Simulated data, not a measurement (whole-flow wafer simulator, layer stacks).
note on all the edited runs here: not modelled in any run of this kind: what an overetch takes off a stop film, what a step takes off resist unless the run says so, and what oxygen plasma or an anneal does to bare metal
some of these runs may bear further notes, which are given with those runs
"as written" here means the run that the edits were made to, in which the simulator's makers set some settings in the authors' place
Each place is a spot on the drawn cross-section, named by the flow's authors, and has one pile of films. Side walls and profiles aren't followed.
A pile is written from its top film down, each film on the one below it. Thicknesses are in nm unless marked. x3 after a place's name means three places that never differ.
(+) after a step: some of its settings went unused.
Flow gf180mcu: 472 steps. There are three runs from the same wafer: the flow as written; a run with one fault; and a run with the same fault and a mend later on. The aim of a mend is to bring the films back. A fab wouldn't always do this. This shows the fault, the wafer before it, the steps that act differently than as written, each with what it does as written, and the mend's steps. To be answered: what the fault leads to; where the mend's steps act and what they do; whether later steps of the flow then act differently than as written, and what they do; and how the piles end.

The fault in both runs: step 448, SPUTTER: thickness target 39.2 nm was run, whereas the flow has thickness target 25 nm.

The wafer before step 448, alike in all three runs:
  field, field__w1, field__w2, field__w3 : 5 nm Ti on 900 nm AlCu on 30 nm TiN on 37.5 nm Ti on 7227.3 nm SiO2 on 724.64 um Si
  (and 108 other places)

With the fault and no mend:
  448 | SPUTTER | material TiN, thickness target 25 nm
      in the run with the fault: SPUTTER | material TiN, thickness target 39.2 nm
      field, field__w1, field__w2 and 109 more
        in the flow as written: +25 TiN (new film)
        in the run with the fault: +39.2 TiN (new film)
  Later steps of the flow acting differently than as written (4 other steps are not shown; they differ only slightly, by no more than 2% or 0.5 nm, whichever is larger):
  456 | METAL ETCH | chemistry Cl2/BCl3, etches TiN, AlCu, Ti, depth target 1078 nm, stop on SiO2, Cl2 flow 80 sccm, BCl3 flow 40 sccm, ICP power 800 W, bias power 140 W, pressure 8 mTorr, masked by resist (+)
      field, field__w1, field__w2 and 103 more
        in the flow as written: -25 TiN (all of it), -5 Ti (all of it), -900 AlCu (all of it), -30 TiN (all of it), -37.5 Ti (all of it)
        in the run with the fault: -39.2 TiN (all of it), -5 Ti (all of it), -900 AlCu (all of it), -30 TiN (all of it), -37.5 Ti (all of it)
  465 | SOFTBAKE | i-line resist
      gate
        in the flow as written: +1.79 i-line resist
        in the run with the fault: -0.23 i-line resist
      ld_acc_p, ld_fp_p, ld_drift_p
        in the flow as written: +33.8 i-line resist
        in the run with the fault: +27.5 i-line resist
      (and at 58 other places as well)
  By the end, the piles at field__w8, contact, m1, m1__w1, pad, m1_nw depart from the flow's by more than 2% or 0.5 nm, whichever is larger.
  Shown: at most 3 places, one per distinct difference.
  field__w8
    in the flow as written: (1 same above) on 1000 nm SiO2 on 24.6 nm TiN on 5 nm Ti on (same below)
    in the run with the fault: (1 same above) on 1000 nm SiO2 on 38.8 nm TiN on 5 nm Ti on (same below)
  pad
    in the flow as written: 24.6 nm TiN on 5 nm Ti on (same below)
    in the run with the fault: 38.8 nm TiN on 5 nm Ti on (same below)

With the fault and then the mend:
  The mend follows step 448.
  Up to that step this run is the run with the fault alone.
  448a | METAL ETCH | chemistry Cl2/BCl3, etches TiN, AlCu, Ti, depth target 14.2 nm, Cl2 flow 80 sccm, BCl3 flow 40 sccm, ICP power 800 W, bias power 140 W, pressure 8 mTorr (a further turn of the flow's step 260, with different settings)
      field, field__w1, field__w2 and 109 more
        -14.2 TiN
  Every later step of the flow that is run acts as written at every place that is followed.
  At every place that both follow, the piles at the end match the flow's.
